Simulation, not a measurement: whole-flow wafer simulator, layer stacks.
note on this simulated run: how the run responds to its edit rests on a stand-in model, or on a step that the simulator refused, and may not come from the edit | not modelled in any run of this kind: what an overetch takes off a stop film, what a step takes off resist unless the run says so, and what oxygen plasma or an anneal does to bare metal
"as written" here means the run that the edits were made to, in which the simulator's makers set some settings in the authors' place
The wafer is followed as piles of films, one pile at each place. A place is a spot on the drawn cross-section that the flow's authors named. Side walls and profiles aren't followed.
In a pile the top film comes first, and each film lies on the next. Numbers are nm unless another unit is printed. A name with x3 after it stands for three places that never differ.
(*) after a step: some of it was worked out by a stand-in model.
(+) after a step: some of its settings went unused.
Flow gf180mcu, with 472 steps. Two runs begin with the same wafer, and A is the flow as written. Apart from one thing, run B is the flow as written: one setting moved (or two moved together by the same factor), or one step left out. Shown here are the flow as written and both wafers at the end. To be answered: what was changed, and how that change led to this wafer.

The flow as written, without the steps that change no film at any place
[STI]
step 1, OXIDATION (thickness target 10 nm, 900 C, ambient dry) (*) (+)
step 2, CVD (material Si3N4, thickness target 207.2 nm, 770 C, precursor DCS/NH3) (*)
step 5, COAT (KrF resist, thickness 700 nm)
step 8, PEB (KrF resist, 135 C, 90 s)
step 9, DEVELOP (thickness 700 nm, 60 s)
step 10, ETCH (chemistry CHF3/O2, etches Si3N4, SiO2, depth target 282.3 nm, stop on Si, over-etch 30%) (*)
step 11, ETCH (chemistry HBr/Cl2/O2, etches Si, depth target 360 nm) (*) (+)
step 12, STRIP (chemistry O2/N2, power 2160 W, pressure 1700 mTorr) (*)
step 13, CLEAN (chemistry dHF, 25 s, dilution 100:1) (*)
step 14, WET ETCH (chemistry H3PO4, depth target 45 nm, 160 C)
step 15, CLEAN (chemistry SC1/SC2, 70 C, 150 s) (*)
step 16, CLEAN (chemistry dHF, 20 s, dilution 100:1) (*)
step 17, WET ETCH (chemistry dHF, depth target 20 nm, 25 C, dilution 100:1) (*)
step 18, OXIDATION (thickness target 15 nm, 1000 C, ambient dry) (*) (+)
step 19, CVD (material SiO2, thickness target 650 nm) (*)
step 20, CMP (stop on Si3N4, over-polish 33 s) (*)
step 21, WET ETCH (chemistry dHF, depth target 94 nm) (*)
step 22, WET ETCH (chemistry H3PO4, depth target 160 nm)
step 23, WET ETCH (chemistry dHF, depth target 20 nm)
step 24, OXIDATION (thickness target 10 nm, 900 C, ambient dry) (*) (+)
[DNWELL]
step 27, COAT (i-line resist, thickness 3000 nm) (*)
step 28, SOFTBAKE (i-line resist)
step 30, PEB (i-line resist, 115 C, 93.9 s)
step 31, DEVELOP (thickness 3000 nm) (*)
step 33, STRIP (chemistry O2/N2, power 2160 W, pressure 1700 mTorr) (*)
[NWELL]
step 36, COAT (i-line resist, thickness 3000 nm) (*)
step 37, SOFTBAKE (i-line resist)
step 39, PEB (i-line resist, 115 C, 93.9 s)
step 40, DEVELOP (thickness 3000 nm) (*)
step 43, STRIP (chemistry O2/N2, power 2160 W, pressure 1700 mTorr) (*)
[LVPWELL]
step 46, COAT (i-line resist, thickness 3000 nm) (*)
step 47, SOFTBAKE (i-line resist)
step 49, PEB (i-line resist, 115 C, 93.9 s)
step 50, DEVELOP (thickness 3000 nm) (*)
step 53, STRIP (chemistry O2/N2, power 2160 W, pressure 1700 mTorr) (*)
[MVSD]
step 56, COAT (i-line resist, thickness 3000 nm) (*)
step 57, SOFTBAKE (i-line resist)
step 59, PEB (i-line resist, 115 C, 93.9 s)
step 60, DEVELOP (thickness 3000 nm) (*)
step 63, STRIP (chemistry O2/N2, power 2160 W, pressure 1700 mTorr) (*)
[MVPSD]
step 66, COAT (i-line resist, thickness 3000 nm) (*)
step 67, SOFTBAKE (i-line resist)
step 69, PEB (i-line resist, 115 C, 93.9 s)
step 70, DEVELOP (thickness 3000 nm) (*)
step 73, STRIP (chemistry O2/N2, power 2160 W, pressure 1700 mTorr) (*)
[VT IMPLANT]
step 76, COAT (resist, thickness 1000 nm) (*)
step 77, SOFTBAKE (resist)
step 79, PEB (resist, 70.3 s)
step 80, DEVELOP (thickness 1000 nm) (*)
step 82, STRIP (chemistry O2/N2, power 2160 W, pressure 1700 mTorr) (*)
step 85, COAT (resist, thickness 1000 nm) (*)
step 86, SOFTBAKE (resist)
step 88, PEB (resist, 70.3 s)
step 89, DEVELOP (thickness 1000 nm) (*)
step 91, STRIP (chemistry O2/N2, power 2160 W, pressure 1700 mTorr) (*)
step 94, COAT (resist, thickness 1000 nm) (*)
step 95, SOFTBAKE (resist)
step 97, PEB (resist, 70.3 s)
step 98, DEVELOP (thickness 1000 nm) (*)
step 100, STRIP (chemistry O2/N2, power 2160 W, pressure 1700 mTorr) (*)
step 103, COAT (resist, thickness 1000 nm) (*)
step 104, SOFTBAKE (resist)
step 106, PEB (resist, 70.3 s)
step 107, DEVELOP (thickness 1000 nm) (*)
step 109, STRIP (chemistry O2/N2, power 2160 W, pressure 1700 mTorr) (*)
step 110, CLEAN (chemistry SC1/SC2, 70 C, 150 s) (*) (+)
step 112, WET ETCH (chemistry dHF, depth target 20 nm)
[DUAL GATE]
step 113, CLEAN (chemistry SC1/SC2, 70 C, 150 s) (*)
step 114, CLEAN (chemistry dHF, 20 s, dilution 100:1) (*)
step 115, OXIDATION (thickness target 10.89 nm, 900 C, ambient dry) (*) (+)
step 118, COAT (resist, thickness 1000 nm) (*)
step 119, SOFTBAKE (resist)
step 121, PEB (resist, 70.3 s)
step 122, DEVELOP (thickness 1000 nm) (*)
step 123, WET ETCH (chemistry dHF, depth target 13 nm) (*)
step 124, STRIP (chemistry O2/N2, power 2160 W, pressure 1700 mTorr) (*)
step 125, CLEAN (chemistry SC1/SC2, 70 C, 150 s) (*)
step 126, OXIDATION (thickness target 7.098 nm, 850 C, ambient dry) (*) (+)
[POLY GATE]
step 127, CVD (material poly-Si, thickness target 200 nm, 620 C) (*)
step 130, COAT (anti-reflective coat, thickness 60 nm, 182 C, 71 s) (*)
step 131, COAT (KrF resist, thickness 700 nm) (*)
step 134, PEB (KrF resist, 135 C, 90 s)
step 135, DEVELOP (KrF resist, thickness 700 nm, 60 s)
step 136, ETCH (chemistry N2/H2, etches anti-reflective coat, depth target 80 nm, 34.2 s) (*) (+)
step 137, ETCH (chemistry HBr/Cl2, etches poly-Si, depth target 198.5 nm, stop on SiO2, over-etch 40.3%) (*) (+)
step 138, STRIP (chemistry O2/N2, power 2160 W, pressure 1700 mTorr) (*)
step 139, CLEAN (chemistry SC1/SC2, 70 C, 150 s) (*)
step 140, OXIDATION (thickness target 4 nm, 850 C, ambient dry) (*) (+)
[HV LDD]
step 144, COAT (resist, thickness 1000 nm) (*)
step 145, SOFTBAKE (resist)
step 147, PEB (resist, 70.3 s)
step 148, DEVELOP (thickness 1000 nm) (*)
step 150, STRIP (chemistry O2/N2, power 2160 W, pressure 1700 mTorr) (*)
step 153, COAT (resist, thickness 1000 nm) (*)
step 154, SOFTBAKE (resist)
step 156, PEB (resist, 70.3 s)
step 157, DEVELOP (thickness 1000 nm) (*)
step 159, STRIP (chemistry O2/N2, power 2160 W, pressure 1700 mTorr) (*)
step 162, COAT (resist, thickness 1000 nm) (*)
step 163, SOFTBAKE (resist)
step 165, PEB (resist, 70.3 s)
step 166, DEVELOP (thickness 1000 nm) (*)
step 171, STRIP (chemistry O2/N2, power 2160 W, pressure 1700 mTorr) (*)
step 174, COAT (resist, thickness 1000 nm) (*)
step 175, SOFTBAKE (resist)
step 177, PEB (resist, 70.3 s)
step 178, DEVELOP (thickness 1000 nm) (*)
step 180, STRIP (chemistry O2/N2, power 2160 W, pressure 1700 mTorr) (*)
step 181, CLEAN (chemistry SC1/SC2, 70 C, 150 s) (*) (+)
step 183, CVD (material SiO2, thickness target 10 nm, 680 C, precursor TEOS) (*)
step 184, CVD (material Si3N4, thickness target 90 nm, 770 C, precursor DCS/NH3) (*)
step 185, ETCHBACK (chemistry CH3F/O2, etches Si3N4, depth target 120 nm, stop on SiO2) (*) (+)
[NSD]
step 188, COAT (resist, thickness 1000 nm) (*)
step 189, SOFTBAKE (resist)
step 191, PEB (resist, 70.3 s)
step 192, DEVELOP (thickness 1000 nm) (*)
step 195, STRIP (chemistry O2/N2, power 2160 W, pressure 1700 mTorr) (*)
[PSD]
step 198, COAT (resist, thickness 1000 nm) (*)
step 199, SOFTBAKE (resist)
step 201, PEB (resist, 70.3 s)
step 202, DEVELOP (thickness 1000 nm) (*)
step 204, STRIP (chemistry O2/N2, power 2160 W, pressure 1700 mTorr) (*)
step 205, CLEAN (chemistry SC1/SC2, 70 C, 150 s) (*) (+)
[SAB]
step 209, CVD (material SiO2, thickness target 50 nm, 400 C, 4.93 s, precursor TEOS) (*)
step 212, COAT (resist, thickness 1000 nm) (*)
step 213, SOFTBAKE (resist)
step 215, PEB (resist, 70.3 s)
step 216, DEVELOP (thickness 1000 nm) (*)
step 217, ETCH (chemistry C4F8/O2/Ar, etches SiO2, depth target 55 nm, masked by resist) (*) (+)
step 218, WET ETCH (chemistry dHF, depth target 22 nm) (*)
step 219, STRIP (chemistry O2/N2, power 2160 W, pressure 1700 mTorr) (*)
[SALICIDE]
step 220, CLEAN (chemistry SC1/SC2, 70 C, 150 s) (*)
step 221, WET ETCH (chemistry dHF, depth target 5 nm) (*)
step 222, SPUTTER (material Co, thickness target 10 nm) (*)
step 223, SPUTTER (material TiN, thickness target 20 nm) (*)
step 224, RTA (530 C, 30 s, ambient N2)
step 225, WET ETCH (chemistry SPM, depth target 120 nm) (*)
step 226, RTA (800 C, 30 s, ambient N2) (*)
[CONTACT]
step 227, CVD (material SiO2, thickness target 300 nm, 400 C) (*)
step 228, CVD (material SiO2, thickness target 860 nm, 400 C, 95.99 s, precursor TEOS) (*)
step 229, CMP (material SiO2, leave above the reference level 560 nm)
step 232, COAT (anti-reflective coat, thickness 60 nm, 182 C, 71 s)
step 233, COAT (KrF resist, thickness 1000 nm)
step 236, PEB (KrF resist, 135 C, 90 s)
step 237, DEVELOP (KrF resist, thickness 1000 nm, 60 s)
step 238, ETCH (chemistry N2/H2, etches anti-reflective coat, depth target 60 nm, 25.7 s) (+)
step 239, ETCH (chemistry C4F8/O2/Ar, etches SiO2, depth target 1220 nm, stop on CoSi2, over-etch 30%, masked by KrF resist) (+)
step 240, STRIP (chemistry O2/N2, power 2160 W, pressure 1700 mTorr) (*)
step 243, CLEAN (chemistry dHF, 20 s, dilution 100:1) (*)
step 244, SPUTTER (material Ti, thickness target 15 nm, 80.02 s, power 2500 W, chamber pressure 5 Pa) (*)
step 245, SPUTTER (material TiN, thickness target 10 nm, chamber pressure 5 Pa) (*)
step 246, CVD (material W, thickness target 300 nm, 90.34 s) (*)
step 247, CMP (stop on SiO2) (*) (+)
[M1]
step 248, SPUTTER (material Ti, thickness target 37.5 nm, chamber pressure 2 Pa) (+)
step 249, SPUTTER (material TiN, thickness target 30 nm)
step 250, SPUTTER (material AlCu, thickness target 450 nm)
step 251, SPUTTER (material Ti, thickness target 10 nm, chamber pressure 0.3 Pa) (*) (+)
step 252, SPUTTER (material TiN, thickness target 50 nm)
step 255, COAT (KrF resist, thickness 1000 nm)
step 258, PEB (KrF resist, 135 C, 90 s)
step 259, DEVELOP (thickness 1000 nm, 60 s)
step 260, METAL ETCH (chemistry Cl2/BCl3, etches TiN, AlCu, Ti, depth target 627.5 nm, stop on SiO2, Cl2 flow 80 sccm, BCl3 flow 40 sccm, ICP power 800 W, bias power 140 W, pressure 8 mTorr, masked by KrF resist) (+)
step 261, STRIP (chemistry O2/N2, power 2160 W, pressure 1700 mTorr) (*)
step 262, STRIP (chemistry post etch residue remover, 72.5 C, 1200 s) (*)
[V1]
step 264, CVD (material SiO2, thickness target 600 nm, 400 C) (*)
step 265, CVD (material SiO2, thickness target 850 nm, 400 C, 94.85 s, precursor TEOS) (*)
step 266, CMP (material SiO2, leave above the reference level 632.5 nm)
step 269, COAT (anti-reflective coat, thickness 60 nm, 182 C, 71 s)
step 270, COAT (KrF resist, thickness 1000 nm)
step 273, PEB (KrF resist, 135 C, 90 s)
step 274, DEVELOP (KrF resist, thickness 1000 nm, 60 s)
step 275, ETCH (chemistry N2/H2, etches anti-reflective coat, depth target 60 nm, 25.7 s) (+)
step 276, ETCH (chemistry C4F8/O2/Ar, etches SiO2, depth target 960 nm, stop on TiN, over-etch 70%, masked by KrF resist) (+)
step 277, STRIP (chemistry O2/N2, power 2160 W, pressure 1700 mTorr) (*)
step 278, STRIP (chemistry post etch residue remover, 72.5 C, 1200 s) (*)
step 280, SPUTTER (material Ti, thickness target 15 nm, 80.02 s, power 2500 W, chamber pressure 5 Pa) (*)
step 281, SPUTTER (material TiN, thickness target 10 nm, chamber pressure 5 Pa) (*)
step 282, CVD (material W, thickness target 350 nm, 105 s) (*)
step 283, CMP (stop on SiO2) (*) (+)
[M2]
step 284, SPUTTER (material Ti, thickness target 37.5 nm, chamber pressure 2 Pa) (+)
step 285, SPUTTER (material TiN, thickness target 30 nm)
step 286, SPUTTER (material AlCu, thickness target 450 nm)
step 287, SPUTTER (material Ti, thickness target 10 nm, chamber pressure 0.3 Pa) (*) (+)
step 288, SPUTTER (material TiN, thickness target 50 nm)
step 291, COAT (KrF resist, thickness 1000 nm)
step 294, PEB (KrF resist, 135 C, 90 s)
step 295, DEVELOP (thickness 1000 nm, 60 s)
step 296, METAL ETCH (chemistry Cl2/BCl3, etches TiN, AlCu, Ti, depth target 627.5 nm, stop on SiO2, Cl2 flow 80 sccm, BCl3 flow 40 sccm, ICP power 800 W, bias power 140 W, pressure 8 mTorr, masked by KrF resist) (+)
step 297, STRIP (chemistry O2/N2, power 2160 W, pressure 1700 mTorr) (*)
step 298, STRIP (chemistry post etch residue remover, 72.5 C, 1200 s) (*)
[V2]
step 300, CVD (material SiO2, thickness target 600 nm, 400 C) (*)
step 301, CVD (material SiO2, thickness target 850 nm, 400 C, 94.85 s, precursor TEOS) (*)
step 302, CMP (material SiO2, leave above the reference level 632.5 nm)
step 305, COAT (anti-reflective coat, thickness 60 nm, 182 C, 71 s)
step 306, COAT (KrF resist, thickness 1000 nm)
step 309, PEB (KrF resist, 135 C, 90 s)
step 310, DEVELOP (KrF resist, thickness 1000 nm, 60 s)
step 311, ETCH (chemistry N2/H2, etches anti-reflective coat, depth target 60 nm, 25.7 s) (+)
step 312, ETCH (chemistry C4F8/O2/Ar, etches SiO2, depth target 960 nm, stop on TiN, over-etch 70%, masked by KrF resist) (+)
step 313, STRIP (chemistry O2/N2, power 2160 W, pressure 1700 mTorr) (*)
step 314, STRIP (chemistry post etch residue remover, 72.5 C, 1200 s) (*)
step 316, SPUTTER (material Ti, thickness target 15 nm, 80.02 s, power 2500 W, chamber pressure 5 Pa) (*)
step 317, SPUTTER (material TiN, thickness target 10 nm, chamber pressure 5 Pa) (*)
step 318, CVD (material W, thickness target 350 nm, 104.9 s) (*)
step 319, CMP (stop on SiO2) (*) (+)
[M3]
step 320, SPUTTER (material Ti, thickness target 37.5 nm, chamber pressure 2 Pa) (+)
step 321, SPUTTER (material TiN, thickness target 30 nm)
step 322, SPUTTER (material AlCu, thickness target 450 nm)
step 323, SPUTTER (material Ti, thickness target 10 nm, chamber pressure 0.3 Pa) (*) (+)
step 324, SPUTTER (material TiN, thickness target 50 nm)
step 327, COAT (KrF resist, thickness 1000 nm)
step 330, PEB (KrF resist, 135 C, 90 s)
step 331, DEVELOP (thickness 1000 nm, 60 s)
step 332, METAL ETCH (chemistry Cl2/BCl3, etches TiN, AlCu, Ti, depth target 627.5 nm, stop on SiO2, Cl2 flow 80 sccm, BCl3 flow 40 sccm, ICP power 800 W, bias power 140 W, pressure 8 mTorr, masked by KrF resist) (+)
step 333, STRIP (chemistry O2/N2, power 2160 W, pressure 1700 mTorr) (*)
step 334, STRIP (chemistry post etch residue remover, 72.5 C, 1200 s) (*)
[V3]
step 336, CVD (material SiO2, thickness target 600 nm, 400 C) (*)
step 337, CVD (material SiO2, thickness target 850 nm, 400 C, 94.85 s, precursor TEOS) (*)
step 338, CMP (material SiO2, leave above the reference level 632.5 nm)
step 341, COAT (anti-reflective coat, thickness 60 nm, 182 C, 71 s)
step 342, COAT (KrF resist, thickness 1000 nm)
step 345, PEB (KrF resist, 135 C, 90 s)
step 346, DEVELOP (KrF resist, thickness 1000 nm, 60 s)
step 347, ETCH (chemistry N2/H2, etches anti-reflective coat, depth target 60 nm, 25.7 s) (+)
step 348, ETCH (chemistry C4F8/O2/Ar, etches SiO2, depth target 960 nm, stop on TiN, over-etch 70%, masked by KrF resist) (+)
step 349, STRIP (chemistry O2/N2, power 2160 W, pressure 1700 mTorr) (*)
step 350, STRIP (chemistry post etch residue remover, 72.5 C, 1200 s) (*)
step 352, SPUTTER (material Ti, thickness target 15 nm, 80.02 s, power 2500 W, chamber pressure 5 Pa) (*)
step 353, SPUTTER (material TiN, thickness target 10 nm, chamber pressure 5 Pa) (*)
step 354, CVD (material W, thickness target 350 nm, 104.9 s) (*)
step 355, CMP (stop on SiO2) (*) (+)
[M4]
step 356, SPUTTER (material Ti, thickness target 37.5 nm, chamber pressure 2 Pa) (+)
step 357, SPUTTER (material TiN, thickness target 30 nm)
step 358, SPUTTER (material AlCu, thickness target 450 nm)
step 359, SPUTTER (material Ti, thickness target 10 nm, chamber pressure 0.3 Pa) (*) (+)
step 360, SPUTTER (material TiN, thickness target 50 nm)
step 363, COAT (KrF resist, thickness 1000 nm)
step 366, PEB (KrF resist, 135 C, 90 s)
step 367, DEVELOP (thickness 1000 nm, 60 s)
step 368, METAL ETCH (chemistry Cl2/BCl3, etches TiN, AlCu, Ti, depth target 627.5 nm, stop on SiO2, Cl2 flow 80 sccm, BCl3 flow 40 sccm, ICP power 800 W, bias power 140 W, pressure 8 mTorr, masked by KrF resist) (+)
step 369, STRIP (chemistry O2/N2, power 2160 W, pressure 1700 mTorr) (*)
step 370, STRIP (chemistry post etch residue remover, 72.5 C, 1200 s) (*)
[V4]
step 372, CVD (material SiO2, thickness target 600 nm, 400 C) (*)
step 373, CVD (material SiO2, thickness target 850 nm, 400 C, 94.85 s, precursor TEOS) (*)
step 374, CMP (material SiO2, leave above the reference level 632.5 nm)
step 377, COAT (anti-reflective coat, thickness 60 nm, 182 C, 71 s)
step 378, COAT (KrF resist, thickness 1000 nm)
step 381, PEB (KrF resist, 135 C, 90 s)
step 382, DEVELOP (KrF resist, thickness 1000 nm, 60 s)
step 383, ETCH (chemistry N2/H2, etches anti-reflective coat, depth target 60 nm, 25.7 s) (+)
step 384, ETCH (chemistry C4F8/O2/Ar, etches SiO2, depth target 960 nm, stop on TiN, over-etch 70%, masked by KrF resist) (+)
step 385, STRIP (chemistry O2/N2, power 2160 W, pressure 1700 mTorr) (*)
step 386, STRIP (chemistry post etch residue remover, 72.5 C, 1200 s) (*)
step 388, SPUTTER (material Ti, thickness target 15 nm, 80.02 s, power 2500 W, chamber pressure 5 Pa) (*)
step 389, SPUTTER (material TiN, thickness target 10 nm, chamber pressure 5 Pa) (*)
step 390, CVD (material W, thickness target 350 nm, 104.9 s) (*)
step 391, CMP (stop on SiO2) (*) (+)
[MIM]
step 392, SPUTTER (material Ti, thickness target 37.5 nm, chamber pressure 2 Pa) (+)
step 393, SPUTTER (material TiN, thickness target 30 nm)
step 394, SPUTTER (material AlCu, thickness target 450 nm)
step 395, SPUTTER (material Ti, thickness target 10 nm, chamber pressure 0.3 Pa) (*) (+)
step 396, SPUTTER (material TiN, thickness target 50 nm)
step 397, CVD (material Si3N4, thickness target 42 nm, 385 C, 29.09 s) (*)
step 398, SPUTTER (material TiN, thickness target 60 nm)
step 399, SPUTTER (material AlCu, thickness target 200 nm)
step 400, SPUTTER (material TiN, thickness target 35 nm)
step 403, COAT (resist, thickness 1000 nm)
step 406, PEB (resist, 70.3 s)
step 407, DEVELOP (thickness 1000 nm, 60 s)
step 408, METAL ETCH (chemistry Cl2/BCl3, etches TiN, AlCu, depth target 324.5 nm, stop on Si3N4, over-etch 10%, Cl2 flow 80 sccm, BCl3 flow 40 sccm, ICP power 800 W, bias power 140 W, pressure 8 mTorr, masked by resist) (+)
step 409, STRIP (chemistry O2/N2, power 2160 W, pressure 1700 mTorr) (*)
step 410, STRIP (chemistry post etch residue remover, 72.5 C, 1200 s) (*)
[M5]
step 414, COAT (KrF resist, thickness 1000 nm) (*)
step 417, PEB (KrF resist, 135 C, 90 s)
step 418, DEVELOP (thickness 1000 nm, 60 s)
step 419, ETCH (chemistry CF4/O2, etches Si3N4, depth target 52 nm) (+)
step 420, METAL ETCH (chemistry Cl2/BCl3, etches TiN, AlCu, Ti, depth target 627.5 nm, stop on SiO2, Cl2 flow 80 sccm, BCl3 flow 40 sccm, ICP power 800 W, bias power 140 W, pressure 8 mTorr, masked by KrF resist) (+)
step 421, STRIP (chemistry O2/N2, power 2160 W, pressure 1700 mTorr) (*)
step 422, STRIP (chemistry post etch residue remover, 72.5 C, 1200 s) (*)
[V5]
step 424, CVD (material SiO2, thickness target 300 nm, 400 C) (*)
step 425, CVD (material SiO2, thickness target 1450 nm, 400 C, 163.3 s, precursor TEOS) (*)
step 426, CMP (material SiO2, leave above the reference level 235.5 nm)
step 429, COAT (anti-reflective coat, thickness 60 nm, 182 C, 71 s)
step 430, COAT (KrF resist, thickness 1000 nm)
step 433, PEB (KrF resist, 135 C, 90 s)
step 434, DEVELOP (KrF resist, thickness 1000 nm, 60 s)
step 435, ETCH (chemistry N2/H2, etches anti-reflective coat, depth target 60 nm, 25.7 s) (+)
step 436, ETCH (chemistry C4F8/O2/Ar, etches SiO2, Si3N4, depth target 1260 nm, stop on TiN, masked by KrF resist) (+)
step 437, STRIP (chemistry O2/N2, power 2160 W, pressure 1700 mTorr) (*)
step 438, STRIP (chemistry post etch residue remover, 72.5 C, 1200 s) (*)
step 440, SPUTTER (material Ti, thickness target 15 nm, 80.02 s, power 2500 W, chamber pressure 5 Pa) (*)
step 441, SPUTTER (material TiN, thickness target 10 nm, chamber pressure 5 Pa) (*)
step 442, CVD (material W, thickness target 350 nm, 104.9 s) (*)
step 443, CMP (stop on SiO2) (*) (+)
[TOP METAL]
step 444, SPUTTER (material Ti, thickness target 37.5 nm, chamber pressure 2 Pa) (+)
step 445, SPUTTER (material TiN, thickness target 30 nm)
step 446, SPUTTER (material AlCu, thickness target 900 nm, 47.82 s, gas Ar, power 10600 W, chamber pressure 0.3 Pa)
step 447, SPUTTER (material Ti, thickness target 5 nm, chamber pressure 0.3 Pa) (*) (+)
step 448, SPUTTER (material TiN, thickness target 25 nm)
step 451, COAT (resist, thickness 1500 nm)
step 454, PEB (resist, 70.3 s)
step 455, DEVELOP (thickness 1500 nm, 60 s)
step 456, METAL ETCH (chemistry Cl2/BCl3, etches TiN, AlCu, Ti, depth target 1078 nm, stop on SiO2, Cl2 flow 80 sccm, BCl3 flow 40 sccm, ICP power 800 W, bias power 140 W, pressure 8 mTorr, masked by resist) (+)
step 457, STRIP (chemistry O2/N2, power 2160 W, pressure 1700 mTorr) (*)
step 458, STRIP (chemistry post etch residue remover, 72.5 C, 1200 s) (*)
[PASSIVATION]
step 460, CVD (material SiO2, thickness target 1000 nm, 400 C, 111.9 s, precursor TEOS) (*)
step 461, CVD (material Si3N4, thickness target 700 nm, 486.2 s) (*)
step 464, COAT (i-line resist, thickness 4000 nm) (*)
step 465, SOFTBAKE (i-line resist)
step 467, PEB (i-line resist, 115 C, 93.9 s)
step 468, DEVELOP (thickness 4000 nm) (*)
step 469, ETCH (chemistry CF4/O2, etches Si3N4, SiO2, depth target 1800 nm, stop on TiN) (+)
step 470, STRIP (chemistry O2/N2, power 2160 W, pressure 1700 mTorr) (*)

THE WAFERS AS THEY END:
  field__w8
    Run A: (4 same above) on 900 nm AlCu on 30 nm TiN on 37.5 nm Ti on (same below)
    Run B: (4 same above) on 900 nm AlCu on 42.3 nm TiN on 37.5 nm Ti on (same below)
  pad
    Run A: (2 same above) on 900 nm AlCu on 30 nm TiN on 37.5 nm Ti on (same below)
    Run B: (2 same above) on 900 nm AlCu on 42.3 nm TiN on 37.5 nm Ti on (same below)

The reason: step 445, SPUTTER: thickness target 42.3 nm was run, though the flow has thickness target 30 nm.
The wafer lets one read it off: field__w8 has TiN 42.3, and step 445 as written asks for 30 nm.

How this came from the change, step by step:
  step 445, SPUTTER (material TiN, thickness target 30 nm)
      field, field__w1, field__w2 and 109 more: A +30 TiN (new film) | B +42.3 TiN (new film)
  step 456, METAL ETCH (chemistry Cl2/BCl3, etches TiN, AlCu, Ti, depth target 1078 nm, stop on SiO2, Cl2 flow 80 sccm, BCl3 flow 40 sccm, ICP power 800 W, bias power 140 W, pressure 8 mTorr, masked by resist) (+)
      field, field__w1, field__w2 and 103 more: A -25 TiN (all of it), -5 Ti (all of it), -900 AlCu (all of it), -30 TiN (all of it), -37.5 Ti (all of it) | B -25 TiN (all of it), -5 Ti (all of it), -900 AlCu (all of it), -42.3 TiN (all of it), -37.5 Ti (all of it)
  step 465, SOFTBAKE (i-line resist)
      gate: A +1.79 i-line resist | B -0.27 i-line resist
      ld_acc_p, ld_fp_p, ld_drift_p: A +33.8 i-line resist | B +27.4 i-line resist
      (as well as at 56 more places)
